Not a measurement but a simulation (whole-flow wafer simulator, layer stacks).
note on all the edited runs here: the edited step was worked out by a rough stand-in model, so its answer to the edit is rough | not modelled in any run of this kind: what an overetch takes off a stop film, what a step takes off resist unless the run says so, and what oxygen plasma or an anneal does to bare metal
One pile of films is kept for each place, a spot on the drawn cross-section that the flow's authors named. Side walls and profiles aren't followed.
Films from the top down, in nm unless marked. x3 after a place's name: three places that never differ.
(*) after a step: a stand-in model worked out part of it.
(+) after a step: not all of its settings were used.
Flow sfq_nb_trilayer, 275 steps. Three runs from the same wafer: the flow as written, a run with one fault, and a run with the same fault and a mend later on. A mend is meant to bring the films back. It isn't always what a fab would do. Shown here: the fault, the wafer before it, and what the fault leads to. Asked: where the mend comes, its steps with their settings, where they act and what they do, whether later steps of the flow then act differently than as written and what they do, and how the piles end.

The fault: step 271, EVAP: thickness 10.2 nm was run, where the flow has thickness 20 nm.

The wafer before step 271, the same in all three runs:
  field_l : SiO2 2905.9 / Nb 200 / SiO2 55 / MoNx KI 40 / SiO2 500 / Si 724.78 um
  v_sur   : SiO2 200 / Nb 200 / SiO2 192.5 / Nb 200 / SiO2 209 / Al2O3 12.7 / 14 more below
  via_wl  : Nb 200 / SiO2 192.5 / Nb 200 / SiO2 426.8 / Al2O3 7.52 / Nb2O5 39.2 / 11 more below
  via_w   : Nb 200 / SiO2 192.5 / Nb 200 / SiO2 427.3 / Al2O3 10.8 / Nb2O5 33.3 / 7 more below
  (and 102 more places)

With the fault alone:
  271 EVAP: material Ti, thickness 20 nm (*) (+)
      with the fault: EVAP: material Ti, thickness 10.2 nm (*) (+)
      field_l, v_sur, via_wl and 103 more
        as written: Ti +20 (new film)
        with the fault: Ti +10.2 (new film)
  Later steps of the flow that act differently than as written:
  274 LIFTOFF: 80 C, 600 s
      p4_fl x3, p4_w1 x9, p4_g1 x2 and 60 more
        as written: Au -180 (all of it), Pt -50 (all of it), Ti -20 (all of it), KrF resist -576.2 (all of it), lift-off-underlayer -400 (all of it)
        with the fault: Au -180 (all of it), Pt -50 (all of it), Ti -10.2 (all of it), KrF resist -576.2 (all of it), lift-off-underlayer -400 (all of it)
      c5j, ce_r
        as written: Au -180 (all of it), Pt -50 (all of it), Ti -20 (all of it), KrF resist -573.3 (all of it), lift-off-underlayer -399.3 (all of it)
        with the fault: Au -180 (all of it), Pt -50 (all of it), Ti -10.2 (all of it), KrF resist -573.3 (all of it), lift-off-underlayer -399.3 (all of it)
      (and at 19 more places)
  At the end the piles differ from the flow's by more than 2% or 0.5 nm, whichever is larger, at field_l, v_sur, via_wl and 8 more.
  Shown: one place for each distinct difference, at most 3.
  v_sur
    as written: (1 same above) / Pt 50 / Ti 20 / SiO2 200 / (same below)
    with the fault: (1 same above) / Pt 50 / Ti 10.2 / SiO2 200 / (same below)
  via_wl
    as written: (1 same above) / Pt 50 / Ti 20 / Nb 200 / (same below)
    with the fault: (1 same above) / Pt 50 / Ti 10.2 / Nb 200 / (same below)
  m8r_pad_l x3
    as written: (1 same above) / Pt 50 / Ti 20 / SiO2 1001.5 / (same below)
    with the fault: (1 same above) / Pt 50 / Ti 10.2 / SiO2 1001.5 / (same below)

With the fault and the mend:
  The mend comes after step 271.
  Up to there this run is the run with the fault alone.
  271a EVAP: material Ti, thickness 9.8 nm (*) (+) (the flow's step 271 once more, with other settings)
      field_l, v_sur, via_wl and 103 more
        Ti +9.8
  No later step of the flow acts differently than as written at any place that is followed.
  At the end the piles are the same as the flow's at every place that both follow.
